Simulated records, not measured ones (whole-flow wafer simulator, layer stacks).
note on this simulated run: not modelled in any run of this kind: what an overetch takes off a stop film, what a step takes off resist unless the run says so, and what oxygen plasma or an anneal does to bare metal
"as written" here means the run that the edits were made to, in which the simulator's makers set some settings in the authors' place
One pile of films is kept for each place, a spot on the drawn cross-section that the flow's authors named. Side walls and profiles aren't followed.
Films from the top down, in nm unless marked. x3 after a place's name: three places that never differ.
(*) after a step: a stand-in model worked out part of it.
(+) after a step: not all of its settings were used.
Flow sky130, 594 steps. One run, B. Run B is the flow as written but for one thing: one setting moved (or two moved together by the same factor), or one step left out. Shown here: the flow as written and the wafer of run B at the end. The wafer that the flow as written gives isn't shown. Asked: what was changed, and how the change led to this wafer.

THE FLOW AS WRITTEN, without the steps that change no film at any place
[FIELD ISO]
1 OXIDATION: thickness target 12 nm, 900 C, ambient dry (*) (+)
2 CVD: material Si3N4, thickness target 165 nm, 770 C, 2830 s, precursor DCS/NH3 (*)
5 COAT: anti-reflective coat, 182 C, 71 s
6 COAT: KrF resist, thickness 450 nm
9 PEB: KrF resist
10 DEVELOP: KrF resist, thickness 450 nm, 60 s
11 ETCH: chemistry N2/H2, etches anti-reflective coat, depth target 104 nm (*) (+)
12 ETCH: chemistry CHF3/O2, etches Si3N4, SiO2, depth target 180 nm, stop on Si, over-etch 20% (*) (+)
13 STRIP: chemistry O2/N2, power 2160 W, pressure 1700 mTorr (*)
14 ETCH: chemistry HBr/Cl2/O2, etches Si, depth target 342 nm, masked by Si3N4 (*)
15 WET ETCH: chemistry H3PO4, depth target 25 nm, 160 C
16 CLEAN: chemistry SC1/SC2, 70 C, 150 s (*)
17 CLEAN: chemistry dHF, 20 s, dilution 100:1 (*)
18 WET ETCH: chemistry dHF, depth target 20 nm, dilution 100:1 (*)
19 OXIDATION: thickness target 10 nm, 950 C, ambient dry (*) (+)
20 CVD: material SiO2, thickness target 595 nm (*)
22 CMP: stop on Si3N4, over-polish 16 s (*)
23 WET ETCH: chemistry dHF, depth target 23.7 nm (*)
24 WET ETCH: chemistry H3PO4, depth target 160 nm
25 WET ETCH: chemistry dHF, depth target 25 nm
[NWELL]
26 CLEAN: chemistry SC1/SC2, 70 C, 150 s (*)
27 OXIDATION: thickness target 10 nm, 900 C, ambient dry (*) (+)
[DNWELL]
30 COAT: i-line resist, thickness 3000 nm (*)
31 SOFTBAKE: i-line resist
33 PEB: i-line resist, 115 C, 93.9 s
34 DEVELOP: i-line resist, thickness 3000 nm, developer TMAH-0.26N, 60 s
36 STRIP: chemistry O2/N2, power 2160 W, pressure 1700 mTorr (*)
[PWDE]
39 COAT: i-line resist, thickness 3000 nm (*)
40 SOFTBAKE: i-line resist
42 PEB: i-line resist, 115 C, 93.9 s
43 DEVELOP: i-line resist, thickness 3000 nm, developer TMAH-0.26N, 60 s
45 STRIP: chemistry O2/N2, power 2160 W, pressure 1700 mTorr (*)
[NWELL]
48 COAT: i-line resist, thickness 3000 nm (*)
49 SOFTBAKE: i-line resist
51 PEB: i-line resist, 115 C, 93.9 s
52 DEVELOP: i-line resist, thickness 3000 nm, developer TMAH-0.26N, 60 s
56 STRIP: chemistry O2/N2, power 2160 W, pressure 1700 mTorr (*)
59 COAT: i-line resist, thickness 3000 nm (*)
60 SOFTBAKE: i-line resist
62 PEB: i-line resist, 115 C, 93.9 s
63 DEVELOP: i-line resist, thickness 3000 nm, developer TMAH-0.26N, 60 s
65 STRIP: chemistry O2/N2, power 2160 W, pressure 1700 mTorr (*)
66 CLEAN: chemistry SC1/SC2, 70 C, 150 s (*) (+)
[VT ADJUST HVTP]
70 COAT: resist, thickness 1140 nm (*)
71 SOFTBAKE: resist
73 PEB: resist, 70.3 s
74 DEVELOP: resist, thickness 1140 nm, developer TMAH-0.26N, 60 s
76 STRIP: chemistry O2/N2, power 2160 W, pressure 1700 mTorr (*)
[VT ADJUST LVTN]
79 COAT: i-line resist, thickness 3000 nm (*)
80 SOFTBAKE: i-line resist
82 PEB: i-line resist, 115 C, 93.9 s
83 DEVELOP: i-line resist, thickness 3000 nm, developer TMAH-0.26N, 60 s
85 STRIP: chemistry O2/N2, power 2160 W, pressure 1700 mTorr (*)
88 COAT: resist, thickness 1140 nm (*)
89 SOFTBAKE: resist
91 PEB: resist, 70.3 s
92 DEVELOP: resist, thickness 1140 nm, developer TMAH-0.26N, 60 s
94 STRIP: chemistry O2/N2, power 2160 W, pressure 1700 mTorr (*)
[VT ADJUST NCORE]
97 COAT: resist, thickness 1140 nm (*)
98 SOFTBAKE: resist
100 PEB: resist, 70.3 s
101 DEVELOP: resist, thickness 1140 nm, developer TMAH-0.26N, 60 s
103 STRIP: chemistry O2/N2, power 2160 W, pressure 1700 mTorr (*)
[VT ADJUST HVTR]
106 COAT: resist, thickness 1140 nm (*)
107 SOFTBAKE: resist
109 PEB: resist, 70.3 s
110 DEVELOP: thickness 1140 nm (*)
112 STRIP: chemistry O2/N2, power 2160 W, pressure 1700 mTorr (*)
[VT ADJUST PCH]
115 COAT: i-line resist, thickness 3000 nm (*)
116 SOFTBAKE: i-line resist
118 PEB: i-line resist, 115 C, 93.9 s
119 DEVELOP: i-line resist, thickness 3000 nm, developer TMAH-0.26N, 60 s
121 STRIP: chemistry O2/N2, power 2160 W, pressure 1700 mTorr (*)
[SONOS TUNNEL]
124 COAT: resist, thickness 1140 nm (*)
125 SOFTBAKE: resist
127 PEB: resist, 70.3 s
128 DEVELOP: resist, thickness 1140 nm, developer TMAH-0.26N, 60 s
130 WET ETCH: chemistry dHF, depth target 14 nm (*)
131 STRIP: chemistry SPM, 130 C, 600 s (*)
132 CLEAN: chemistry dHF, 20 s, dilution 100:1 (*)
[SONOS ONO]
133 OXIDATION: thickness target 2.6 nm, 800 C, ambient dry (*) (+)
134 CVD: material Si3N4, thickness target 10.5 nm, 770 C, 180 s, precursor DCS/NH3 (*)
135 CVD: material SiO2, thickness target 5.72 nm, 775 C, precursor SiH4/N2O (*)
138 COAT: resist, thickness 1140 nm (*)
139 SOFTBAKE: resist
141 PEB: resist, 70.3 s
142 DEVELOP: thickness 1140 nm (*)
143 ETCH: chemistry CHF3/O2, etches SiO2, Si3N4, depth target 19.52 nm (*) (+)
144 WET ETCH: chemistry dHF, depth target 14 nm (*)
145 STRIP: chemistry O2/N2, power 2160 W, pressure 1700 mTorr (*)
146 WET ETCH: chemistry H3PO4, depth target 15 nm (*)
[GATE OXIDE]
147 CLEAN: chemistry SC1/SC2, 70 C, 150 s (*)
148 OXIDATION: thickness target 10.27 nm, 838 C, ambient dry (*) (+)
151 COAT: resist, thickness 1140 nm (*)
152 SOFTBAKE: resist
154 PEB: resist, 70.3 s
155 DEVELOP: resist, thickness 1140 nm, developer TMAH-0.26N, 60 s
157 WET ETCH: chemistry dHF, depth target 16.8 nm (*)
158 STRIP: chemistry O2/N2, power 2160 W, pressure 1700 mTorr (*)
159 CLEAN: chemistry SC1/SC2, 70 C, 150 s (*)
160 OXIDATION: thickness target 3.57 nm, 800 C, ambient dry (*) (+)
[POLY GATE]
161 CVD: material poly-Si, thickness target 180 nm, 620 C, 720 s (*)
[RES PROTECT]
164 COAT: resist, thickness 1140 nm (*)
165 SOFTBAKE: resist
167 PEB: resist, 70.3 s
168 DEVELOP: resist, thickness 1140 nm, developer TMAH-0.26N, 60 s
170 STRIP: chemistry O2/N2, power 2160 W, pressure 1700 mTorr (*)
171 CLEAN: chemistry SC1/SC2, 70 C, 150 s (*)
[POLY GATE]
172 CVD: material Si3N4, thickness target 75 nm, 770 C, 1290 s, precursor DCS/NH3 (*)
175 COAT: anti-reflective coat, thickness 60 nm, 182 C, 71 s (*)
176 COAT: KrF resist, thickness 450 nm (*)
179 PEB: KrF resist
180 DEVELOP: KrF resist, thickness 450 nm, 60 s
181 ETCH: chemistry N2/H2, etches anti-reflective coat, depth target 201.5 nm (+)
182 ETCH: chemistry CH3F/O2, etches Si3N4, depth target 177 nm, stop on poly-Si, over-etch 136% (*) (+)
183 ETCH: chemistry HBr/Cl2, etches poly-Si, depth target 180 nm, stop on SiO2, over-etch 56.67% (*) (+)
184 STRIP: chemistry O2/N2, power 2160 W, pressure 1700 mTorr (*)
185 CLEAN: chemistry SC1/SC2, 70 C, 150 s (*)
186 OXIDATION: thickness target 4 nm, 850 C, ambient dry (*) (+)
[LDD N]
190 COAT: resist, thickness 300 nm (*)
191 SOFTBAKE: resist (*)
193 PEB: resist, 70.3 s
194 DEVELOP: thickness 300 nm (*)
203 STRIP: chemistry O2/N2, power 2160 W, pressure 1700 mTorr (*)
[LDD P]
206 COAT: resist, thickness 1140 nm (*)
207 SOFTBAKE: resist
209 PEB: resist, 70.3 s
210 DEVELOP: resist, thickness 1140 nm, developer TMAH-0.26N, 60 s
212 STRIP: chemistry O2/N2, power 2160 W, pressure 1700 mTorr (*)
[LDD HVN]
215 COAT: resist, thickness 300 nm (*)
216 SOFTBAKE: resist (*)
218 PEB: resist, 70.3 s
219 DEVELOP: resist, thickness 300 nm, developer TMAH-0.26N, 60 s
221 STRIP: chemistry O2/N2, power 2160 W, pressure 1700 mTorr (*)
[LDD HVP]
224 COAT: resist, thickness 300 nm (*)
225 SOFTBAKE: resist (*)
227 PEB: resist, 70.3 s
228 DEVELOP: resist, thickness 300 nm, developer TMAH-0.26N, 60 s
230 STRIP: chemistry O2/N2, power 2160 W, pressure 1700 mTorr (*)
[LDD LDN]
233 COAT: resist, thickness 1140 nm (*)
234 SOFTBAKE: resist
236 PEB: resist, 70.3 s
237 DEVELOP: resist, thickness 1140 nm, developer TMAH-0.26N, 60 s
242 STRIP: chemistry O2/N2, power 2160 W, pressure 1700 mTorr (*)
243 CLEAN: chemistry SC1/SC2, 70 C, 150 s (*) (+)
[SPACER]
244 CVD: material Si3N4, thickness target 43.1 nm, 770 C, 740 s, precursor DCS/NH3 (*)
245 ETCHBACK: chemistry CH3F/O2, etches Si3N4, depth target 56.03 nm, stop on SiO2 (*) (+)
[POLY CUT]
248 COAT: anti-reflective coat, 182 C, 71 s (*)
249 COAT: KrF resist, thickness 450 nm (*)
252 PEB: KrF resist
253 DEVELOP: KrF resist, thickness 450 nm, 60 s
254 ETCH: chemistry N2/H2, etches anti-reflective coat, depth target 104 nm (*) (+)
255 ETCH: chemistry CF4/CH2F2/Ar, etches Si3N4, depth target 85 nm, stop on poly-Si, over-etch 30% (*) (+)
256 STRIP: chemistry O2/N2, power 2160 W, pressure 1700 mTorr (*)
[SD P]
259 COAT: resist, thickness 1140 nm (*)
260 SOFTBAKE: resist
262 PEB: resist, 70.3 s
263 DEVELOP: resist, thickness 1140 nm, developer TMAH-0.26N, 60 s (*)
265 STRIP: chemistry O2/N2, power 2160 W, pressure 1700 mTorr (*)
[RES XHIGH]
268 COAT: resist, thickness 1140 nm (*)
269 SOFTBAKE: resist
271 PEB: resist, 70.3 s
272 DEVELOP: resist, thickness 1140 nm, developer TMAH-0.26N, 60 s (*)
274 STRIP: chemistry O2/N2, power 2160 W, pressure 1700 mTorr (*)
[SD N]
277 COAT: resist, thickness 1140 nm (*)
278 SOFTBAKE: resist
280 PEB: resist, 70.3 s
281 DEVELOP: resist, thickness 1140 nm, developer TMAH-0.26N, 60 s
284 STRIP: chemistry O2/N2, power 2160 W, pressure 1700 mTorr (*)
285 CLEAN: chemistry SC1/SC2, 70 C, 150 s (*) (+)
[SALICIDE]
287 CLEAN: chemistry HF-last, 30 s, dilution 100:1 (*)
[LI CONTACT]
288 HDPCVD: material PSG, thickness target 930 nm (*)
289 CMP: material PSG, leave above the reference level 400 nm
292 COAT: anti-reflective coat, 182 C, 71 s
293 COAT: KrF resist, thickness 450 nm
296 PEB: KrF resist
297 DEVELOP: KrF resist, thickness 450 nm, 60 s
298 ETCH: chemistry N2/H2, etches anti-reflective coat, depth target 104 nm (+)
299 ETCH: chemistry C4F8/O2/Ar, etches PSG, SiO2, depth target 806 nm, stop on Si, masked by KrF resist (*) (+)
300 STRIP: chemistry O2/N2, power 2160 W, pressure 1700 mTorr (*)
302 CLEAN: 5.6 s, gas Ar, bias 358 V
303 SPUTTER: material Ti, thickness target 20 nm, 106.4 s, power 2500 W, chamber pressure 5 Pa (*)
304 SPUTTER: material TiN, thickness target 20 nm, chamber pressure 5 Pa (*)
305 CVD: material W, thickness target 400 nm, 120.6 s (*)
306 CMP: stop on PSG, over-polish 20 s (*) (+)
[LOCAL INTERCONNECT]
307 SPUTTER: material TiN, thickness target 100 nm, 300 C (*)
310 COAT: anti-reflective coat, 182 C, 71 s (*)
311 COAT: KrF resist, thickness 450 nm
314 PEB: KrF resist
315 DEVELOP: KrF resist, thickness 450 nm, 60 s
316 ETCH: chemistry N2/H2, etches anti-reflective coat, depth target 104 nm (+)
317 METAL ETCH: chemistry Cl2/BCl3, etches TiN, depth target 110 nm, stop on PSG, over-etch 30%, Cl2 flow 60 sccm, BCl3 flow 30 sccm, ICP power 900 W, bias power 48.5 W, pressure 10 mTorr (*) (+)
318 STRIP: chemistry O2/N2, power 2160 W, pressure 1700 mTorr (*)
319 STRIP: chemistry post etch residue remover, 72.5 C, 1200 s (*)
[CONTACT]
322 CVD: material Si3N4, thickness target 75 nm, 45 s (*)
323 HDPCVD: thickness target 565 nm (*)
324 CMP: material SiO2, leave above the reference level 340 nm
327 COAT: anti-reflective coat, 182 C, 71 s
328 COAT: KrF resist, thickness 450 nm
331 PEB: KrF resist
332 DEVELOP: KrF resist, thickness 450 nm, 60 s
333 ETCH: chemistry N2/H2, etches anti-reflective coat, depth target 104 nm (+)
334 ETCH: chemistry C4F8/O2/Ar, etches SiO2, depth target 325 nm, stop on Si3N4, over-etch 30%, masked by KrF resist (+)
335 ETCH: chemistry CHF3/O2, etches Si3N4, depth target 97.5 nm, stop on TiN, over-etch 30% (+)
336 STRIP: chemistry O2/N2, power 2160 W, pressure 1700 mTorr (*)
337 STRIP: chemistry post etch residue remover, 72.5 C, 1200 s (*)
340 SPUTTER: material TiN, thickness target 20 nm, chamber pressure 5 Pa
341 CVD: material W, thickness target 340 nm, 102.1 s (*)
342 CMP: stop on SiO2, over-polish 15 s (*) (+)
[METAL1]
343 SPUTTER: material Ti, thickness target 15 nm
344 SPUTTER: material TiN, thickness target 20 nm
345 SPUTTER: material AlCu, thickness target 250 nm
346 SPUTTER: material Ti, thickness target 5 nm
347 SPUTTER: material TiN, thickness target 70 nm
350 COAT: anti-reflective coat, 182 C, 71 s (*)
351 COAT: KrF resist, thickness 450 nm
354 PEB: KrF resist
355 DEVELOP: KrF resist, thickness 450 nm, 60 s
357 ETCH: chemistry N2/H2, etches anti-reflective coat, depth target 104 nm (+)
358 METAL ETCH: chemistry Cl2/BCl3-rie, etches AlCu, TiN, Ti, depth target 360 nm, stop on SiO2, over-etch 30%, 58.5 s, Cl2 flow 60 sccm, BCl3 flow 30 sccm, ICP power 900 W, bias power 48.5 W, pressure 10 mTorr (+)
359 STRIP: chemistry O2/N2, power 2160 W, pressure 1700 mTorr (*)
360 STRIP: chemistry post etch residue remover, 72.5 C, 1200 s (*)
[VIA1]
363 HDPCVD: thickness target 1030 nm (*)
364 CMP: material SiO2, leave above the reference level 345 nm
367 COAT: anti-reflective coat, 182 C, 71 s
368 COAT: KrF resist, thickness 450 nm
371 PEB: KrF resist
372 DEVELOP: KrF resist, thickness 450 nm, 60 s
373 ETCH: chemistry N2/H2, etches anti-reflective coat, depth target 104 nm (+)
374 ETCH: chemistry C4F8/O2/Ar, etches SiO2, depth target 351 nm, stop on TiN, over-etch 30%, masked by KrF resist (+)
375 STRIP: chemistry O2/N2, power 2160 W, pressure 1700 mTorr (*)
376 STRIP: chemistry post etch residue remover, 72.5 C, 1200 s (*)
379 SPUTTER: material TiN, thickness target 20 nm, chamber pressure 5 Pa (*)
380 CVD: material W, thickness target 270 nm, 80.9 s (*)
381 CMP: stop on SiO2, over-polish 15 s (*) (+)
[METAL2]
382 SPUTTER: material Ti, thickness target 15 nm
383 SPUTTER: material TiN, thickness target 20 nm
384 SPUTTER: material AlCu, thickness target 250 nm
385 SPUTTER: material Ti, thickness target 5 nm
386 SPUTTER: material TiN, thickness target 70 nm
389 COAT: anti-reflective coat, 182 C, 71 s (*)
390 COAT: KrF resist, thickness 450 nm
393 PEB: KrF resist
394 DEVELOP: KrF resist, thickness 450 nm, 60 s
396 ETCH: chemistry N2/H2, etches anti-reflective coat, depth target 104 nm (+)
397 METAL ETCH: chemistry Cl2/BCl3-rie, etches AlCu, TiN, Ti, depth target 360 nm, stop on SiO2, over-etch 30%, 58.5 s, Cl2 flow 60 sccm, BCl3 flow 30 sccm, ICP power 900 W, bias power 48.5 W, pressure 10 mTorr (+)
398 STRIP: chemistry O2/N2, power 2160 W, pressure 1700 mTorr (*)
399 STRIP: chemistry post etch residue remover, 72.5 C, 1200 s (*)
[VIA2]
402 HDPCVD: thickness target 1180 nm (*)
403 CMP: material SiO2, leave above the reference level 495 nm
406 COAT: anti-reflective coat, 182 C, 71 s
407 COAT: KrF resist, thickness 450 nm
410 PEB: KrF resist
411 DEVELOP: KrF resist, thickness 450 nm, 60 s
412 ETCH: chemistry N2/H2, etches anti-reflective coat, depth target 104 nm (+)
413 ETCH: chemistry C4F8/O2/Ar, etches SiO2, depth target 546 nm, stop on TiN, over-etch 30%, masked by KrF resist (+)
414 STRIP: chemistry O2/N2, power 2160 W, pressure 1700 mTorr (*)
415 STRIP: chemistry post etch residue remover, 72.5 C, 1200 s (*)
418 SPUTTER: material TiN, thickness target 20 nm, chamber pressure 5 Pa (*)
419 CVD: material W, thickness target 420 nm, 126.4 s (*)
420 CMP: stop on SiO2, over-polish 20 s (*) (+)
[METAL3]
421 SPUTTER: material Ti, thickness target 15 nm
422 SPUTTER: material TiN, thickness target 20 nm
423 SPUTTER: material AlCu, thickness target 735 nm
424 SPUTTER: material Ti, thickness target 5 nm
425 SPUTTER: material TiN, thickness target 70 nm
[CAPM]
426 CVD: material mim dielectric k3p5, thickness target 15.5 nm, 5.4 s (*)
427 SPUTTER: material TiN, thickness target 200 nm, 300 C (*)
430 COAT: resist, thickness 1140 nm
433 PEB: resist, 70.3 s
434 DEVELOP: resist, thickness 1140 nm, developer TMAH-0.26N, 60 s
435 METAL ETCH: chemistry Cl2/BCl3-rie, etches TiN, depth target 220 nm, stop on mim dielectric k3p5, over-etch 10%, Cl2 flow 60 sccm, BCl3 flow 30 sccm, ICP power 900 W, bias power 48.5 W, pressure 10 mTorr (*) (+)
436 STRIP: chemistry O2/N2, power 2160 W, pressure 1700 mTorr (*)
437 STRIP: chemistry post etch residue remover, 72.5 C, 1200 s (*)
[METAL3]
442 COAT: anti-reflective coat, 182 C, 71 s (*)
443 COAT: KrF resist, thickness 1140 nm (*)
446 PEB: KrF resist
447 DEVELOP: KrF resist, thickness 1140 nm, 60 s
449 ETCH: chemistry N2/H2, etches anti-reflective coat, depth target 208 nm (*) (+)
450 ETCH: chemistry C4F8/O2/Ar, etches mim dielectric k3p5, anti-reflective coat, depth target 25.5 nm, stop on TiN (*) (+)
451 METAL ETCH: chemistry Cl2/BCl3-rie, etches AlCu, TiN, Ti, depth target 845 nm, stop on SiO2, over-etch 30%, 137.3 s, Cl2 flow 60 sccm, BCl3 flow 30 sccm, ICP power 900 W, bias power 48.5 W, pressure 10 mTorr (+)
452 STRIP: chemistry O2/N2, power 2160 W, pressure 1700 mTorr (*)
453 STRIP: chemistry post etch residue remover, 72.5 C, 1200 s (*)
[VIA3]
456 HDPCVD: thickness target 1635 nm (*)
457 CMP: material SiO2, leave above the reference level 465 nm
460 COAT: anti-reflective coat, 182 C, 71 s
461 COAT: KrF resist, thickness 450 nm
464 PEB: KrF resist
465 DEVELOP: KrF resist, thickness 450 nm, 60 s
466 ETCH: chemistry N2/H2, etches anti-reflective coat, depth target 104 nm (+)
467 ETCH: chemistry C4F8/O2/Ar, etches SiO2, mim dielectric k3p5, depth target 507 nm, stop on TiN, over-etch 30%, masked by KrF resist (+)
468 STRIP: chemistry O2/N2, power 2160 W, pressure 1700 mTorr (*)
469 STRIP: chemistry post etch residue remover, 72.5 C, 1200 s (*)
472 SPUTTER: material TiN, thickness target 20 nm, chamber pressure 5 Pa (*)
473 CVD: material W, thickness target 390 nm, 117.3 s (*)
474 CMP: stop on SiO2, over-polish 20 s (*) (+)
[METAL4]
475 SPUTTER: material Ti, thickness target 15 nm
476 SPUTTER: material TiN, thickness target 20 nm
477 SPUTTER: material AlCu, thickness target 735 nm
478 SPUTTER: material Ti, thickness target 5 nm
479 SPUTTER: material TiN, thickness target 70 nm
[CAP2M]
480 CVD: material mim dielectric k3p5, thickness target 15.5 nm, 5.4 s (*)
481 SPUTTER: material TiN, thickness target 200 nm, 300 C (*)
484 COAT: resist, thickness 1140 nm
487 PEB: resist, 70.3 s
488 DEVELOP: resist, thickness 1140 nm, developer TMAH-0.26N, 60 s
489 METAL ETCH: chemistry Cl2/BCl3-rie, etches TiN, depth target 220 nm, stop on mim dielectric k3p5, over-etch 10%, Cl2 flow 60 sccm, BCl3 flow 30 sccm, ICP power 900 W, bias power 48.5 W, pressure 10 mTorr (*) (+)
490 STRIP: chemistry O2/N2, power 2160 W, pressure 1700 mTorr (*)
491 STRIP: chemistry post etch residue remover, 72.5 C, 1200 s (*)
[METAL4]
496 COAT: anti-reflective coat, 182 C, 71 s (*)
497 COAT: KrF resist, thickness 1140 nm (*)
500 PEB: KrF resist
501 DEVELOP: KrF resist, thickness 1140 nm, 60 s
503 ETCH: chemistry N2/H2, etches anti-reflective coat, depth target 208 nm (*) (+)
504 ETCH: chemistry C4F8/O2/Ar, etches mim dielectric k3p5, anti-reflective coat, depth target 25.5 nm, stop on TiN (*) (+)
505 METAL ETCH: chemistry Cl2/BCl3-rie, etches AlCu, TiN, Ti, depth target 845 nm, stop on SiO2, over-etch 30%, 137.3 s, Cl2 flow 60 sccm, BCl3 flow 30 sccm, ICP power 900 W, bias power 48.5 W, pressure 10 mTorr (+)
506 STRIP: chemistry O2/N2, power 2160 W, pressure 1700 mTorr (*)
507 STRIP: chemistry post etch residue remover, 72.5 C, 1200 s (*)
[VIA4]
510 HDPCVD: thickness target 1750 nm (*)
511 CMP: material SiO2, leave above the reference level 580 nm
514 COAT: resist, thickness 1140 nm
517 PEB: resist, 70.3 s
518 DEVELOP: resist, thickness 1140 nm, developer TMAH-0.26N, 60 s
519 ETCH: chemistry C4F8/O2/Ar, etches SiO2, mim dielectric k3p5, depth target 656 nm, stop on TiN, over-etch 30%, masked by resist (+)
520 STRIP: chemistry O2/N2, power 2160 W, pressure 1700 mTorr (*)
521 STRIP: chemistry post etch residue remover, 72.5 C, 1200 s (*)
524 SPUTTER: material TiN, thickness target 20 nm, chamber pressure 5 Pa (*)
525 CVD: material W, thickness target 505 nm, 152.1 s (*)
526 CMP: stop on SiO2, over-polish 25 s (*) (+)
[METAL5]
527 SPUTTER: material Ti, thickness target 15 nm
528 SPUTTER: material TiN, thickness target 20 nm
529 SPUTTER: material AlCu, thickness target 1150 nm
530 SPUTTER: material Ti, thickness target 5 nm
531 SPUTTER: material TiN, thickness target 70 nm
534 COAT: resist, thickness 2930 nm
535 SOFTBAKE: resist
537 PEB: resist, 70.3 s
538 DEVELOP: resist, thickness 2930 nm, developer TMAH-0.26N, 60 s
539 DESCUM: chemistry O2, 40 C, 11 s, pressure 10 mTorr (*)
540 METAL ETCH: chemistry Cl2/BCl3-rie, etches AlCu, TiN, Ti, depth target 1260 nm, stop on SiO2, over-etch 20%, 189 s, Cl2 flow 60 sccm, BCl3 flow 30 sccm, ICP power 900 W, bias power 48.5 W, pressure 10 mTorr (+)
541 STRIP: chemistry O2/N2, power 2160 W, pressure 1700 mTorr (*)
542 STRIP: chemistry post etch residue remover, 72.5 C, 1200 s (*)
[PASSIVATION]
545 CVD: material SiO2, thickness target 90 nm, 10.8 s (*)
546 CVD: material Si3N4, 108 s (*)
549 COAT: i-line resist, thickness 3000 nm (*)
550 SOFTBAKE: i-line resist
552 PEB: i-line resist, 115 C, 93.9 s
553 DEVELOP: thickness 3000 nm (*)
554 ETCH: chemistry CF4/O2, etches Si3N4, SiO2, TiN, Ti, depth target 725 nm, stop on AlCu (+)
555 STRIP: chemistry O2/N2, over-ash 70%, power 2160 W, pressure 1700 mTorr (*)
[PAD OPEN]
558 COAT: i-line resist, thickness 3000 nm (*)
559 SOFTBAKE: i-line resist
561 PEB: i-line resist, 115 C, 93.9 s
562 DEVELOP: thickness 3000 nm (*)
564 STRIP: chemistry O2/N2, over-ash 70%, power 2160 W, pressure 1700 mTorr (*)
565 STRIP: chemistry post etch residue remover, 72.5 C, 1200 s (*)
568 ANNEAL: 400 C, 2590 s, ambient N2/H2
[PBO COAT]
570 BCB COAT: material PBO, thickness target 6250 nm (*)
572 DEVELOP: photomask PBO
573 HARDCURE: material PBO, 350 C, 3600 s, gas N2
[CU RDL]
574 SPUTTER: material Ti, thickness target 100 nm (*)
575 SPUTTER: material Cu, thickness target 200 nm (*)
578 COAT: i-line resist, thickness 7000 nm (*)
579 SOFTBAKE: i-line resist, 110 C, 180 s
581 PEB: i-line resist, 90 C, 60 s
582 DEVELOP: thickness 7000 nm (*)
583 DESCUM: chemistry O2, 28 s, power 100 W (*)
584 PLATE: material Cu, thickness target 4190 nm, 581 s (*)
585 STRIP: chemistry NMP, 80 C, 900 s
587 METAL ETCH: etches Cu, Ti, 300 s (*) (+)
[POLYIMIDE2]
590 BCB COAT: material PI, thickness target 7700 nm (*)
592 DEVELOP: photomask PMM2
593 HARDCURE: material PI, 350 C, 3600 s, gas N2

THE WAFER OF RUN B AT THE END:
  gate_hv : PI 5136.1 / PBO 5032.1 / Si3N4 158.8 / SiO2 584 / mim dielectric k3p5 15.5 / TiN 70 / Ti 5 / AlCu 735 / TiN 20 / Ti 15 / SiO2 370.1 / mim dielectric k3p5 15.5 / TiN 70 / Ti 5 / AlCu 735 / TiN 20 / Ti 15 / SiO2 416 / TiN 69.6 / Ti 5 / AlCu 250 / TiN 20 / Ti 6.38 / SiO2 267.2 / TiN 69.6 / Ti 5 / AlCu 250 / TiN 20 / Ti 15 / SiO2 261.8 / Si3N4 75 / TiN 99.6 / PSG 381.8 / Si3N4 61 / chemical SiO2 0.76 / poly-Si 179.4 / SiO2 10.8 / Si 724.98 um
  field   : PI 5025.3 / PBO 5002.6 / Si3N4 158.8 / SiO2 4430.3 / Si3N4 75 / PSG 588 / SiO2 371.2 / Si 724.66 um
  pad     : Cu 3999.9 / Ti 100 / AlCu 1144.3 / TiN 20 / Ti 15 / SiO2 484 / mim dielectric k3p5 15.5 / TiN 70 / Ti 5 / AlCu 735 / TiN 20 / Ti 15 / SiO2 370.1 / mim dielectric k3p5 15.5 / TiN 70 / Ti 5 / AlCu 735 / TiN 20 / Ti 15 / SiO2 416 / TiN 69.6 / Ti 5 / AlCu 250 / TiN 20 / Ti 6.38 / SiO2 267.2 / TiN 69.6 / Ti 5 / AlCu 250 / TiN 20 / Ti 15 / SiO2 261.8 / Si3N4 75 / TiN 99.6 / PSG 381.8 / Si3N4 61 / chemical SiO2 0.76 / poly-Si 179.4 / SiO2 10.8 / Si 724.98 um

The cause: step 382, SPUTTER: thickness target 6.38 nm was run, where the flow has thickness target 15 nm.
It can be read off the wafer: gate_hv has Ti 6.38, and step 382 as written asks for 15 nm.

How the change led to this, step by step:
  382 SPUTTER: material Ti, thickness target 15 nm
      field, active, n_well and 188 more: Ti +6.38 (new film) (as written it would be: Ti +15 (new film))
  397 METAL ETCH: chemistry Cl2/BCl3-rie, etches AlCu, TiN, Ti, depth target 360 nm, stop on SiO2, over-etch 30%, 58.5 s, Cl2 flow 60 sccm, BCl3 flow 30 sccm, ICP power 900 W, bias power 48.5 W, pressure 10 mTorr (+)
      field, active, gate and 82 more: TiN -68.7 (all of it), Ti -5 (all of it), AlCu -250 (all of it), TiN -20 (all of it), Ti -6.38 (all of it), SiO2 -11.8 (as written it would be: TiN -68.7 (all of it), Ti -5 (all of it), AlCu -250 (all of it), TiN -20 (all of it), Ti -15 (all of it), SiO2 -10.9)
